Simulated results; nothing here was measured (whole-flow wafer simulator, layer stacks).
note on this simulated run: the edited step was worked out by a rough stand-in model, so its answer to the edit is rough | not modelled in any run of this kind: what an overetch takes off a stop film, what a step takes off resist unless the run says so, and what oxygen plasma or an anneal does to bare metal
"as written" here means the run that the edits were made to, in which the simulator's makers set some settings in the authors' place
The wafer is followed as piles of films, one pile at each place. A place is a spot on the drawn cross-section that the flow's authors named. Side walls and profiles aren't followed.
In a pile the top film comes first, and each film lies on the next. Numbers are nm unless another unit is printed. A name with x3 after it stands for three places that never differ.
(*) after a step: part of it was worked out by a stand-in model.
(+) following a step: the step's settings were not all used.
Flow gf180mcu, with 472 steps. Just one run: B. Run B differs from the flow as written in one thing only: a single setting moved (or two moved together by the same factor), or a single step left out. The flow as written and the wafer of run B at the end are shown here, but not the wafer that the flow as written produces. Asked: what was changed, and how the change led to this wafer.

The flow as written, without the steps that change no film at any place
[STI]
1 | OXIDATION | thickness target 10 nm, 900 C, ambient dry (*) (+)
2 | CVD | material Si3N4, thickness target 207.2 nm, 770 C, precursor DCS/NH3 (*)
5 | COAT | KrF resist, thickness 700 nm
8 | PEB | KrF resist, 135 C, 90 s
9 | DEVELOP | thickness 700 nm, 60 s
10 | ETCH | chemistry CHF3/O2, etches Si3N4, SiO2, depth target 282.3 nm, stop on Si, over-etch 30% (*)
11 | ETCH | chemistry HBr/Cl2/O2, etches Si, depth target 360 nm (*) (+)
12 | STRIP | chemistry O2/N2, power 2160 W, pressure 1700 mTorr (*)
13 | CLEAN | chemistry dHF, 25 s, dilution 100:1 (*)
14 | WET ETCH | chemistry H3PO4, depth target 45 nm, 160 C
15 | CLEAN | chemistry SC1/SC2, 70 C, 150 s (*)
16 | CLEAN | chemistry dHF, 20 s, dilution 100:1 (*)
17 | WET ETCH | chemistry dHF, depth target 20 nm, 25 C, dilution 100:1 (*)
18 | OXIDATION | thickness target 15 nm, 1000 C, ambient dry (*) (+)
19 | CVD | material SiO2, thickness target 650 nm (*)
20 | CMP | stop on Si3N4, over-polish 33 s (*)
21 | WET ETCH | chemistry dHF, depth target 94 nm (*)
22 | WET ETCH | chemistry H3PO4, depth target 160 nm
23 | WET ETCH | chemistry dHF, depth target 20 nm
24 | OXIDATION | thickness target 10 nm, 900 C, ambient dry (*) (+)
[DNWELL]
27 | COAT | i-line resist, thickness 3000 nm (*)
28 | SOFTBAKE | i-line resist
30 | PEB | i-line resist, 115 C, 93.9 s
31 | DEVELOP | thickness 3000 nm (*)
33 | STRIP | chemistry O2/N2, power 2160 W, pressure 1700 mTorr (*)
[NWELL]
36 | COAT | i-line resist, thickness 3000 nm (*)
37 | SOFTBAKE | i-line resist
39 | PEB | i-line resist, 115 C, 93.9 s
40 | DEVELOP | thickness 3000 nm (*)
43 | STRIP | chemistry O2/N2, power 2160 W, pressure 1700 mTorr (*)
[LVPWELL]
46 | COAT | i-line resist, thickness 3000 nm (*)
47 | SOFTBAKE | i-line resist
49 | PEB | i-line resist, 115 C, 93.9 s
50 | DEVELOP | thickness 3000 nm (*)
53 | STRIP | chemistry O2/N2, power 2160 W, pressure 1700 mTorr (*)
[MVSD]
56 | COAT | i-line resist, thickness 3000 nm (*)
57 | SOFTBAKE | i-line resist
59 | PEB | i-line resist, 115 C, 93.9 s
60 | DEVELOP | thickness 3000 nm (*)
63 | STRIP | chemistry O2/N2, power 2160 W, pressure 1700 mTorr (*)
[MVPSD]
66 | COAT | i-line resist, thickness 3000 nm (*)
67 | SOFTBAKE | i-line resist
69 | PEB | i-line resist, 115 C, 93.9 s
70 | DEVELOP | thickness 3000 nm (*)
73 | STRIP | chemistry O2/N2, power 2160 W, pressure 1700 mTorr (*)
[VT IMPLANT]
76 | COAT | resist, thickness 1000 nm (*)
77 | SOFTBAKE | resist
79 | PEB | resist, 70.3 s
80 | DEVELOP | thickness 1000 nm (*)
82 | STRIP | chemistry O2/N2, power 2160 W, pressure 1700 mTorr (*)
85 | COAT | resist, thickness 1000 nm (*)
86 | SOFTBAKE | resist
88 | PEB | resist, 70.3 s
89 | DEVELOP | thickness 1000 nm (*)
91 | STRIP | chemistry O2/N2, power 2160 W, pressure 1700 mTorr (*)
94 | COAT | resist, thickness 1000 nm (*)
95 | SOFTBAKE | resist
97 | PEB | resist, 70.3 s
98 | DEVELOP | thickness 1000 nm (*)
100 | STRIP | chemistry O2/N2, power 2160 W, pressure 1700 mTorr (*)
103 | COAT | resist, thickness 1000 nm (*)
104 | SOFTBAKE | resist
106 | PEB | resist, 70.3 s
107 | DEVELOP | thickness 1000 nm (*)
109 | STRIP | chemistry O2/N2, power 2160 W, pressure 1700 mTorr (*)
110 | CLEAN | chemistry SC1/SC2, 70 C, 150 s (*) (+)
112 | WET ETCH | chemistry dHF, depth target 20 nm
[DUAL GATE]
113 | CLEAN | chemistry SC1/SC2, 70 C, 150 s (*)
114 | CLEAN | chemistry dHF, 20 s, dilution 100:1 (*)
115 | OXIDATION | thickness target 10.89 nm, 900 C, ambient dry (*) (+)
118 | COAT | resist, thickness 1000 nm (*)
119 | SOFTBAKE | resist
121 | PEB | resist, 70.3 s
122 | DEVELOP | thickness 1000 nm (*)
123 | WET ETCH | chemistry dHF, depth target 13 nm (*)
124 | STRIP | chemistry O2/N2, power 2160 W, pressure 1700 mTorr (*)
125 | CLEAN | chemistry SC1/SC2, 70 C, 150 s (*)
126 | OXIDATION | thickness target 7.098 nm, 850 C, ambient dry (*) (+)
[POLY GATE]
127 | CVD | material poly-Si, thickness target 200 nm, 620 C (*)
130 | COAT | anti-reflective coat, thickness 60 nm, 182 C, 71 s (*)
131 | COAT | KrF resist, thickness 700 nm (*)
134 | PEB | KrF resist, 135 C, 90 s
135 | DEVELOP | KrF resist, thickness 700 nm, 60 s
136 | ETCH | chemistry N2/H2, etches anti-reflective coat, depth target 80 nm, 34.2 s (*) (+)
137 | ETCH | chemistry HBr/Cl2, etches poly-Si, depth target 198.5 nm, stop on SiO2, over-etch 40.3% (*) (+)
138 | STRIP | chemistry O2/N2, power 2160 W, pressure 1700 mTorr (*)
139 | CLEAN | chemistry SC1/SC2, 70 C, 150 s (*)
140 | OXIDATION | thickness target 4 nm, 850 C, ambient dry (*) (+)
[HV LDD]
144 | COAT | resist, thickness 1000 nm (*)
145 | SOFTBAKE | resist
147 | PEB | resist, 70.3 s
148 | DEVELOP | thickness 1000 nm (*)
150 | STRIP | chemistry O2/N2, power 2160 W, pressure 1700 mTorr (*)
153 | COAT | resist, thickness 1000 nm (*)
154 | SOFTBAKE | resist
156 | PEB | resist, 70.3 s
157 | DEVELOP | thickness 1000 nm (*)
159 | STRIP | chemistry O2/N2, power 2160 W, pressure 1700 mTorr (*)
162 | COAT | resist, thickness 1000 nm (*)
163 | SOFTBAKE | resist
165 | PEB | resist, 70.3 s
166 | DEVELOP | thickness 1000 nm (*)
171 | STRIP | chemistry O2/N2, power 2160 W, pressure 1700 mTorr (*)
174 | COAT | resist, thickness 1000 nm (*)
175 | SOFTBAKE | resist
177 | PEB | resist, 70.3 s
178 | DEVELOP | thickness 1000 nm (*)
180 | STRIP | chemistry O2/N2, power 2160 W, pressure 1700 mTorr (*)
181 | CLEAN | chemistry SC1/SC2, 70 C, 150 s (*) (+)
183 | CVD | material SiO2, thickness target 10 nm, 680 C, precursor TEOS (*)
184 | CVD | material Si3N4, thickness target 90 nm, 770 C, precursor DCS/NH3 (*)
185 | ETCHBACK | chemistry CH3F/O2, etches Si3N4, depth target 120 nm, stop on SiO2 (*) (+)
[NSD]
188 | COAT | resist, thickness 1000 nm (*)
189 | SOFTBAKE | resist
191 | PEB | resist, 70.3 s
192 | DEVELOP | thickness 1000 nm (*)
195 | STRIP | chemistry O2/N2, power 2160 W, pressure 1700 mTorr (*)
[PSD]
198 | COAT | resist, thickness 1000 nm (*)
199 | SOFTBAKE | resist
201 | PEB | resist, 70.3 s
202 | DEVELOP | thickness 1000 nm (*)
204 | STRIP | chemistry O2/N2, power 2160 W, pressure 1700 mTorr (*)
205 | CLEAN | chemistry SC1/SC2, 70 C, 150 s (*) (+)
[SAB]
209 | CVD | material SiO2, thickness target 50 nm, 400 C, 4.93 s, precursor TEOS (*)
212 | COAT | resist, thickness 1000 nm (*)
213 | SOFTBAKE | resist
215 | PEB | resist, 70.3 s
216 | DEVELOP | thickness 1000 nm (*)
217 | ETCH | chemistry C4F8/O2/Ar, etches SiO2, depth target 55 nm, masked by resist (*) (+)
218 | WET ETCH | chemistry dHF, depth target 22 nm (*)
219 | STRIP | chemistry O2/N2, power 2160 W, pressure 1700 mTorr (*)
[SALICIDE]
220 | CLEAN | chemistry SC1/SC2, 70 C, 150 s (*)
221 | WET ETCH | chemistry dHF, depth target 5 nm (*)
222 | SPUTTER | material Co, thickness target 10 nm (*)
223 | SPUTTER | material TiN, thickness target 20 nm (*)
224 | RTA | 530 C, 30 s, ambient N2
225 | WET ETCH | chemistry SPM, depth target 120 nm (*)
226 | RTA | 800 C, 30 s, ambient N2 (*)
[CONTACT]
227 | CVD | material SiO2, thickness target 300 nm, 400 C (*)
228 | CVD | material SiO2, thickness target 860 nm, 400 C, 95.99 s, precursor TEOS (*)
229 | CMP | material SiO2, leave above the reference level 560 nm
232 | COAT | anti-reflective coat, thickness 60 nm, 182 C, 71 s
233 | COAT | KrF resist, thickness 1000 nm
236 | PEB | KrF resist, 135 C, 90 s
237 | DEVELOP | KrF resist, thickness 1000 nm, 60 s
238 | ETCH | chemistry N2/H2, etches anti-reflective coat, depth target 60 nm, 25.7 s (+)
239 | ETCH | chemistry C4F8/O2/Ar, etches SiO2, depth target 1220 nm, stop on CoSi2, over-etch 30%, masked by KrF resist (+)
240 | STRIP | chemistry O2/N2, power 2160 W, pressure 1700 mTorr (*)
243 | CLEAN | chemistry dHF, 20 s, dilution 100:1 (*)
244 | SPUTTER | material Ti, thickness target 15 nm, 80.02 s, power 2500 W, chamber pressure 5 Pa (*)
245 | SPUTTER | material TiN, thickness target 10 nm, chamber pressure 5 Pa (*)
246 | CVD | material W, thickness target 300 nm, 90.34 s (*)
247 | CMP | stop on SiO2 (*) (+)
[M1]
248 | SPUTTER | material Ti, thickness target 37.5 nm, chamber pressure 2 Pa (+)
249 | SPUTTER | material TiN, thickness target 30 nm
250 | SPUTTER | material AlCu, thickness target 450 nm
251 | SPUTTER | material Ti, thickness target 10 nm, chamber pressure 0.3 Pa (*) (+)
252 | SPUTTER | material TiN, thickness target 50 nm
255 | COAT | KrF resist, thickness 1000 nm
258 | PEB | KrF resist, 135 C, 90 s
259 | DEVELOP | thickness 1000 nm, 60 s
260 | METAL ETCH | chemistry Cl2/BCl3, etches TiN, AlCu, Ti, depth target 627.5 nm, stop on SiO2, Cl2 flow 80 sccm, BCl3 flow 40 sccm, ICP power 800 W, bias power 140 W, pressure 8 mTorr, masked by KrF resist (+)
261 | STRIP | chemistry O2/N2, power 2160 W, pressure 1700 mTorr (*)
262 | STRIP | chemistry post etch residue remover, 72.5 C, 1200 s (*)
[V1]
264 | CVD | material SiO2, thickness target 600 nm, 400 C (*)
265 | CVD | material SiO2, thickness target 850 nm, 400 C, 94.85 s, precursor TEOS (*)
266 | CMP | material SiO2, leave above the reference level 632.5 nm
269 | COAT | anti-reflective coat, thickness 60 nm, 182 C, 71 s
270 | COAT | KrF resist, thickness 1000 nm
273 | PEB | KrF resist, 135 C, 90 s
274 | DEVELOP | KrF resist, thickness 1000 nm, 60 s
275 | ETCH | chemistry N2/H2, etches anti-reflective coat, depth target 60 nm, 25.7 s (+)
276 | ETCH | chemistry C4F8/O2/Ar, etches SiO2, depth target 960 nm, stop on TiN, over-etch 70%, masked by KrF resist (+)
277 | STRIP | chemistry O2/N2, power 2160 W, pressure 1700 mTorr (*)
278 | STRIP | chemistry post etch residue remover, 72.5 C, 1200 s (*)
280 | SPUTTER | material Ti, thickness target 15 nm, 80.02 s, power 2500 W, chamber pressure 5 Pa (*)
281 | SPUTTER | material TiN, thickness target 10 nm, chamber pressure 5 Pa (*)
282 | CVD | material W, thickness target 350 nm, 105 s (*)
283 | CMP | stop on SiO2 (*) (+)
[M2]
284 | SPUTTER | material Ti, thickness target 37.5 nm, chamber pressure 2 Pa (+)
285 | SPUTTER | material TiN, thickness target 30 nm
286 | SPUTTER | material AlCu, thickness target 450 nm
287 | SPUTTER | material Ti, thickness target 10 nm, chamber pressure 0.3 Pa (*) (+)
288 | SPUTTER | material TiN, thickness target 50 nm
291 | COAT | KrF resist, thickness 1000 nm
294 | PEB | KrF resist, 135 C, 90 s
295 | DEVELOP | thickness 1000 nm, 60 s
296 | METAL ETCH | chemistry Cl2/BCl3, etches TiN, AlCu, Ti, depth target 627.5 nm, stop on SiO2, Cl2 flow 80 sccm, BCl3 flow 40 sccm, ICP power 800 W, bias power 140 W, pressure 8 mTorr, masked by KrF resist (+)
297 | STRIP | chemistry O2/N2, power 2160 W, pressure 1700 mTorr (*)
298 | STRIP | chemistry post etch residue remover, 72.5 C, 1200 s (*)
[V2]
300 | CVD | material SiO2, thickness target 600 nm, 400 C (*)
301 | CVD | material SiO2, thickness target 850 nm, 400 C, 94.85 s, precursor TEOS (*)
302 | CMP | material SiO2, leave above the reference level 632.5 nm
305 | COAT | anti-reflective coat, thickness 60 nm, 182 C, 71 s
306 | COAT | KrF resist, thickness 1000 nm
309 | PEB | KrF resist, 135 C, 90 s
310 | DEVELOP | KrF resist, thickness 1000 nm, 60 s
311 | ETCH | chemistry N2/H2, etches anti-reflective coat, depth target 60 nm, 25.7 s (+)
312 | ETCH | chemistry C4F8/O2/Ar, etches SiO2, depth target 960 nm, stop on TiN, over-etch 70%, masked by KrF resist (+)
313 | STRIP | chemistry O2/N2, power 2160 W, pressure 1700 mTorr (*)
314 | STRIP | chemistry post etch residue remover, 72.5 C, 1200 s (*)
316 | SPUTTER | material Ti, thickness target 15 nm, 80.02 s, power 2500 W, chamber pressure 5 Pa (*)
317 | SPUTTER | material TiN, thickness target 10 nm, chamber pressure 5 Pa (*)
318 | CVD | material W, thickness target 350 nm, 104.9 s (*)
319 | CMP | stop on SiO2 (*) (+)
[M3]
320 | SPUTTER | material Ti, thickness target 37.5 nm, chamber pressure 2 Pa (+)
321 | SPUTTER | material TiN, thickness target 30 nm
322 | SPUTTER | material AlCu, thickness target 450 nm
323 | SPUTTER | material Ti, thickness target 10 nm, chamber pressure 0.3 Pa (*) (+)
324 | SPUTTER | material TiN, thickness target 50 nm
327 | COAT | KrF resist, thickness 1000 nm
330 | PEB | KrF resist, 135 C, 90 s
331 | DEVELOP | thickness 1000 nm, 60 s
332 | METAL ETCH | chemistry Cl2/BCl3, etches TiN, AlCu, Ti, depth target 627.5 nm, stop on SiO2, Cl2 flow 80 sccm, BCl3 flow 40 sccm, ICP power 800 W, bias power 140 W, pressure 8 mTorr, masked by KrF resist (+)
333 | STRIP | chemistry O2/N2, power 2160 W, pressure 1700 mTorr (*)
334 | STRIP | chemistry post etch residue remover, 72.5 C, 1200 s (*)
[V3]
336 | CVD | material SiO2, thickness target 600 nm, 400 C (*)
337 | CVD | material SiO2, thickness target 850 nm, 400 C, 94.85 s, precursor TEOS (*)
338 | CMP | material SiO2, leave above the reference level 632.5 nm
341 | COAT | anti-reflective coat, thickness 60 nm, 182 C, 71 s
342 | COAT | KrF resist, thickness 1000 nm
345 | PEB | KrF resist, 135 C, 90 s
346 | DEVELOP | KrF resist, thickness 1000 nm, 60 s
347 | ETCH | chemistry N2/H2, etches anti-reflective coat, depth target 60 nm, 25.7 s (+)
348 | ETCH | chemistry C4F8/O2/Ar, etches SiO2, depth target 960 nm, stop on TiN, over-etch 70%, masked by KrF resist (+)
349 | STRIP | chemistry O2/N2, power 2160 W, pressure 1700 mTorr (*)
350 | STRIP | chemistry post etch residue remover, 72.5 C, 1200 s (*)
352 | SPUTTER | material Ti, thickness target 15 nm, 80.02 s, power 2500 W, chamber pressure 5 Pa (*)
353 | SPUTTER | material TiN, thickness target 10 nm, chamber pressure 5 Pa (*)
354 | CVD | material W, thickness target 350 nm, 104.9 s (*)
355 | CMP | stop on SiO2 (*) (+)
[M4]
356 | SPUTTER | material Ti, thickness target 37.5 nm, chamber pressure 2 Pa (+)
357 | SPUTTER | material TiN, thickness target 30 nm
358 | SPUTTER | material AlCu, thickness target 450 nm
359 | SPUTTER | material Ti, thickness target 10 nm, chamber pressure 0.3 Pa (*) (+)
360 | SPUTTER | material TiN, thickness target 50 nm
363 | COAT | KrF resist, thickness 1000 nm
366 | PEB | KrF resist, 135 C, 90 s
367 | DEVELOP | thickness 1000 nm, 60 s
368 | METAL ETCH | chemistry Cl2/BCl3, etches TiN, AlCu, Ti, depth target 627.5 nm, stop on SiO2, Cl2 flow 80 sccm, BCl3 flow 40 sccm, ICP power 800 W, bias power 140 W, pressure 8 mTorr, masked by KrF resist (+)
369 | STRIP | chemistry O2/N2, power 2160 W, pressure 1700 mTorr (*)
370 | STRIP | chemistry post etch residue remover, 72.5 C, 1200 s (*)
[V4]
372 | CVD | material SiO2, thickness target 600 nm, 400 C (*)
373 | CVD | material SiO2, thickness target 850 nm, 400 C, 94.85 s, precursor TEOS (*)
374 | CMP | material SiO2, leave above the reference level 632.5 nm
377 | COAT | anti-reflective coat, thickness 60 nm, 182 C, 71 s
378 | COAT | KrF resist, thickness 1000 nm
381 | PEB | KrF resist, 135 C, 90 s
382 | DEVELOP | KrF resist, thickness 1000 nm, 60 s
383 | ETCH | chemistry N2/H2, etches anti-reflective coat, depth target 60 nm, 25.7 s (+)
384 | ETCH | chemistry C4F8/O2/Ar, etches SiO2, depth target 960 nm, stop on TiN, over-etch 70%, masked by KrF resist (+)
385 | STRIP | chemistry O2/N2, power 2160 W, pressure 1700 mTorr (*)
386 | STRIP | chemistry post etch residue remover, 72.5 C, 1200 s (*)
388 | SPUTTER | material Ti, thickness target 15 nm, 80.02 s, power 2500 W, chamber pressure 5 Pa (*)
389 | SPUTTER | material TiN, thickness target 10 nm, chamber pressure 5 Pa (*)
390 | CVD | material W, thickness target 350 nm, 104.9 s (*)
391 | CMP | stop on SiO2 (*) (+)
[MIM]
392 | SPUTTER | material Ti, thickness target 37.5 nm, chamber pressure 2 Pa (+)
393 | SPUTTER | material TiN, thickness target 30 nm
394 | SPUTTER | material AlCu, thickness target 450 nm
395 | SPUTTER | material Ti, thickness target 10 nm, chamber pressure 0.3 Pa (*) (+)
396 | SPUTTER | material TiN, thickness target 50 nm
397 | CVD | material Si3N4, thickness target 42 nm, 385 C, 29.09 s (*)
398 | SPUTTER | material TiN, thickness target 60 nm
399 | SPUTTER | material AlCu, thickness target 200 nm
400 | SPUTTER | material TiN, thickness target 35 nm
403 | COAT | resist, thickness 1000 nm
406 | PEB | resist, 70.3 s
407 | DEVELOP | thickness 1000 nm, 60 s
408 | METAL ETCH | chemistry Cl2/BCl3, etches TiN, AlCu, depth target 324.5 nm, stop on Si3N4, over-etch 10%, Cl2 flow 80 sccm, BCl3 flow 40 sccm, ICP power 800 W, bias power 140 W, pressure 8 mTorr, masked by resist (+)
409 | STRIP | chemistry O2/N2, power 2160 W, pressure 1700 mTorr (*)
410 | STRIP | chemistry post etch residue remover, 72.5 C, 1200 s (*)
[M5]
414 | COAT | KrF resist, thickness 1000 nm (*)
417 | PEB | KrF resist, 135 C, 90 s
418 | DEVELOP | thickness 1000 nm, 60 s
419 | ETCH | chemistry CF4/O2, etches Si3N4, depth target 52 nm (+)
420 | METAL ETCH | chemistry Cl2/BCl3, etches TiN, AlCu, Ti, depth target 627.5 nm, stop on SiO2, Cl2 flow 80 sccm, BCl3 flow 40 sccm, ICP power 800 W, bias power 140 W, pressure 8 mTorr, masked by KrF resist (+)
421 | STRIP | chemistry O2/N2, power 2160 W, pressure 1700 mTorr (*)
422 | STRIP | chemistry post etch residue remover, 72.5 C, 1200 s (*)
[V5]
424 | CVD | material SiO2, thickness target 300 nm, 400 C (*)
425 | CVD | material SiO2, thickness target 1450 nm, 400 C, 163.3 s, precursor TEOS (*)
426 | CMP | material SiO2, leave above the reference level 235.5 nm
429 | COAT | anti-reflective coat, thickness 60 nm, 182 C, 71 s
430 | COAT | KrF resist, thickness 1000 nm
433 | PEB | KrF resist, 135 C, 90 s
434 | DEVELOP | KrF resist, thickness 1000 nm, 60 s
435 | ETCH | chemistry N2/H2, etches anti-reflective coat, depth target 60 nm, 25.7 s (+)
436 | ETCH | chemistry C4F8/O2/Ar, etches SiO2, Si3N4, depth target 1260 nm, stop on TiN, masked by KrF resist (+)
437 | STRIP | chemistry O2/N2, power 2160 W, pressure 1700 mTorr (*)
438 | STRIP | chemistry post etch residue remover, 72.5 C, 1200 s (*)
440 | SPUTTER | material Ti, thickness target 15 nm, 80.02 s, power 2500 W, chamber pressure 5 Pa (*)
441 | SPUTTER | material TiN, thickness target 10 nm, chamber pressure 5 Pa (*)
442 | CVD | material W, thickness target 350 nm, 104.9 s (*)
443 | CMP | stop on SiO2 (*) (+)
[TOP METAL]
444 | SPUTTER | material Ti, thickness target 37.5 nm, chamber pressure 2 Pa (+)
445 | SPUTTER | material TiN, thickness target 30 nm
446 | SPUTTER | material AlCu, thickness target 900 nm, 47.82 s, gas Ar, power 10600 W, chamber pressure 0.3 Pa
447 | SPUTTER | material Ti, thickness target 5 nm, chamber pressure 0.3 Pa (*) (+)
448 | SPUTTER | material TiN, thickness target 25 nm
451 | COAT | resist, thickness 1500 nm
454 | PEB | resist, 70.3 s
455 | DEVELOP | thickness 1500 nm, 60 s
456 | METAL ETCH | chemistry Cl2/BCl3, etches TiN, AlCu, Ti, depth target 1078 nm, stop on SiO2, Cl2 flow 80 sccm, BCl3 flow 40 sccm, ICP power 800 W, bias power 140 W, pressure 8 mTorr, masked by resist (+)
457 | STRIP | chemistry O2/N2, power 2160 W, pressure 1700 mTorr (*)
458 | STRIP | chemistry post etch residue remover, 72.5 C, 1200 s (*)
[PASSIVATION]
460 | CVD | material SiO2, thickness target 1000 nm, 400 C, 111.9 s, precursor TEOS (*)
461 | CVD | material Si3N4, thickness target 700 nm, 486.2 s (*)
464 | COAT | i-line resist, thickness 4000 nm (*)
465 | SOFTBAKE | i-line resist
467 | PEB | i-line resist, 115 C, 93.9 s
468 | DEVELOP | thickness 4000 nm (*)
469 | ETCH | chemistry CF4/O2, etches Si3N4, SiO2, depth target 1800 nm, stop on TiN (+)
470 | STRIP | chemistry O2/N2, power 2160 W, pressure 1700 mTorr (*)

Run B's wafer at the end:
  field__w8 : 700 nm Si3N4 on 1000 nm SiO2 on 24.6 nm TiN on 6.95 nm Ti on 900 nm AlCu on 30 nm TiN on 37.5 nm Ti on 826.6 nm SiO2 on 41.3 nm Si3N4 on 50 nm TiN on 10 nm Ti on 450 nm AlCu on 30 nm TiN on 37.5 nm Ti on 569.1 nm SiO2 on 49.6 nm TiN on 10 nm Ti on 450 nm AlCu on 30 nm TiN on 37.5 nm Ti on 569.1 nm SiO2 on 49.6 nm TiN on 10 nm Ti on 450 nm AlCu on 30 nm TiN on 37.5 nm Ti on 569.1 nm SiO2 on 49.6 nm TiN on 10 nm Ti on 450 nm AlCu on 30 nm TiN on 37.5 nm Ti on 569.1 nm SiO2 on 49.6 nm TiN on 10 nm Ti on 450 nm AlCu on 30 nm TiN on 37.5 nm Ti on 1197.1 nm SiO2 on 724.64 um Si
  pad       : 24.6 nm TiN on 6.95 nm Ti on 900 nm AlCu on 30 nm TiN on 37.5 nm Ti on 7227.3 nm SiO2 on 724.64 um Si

Cause: step 447, SPUTTER: thickness target 6.95 nm was run, while the flow as written has thickness target 5 nm.
The wafer lets one read it off: field__w8 has Ti 6.95, and step 447 as written asks for 5 nm.

How this came from the change, step by step:
  447 | SPUTTER | material Ti, thickness target 5 nm, chamber pressure 0.3 Pa (*) (+)
      field, field__w1, field__w2 and 109 more: Ti gains 6.95 (new film) (in the flow as written it would be: Ti gains 5 (new film))
  456 | METAL ETCH | chemistry Cl2/BCl3, etches TiN, AlCu, Ti, depth target 1078 nm, stop on SiO2, Cl2 flow 80 sccm, BCl3 flow 40 sccm, ICP power 800 W, bias power 140 W, pressure 8 mTorr, masked by resist (+)
      field, field__w1, field__w2 and 103 more: TiN loses 25 (all of it), Ti loses 6.95 (all of it), AlCu loses 900 (all of it), TiN loses 30 (all of it), Ti loses 37.5 (all of it) (in the flow as written it would be: TiN loses 25 (all of it), Ti loses 5 (all of it), AlCu loses 900 (all of it), TiN loses 30 (all of it), Ti loses 37.5 (all of it))
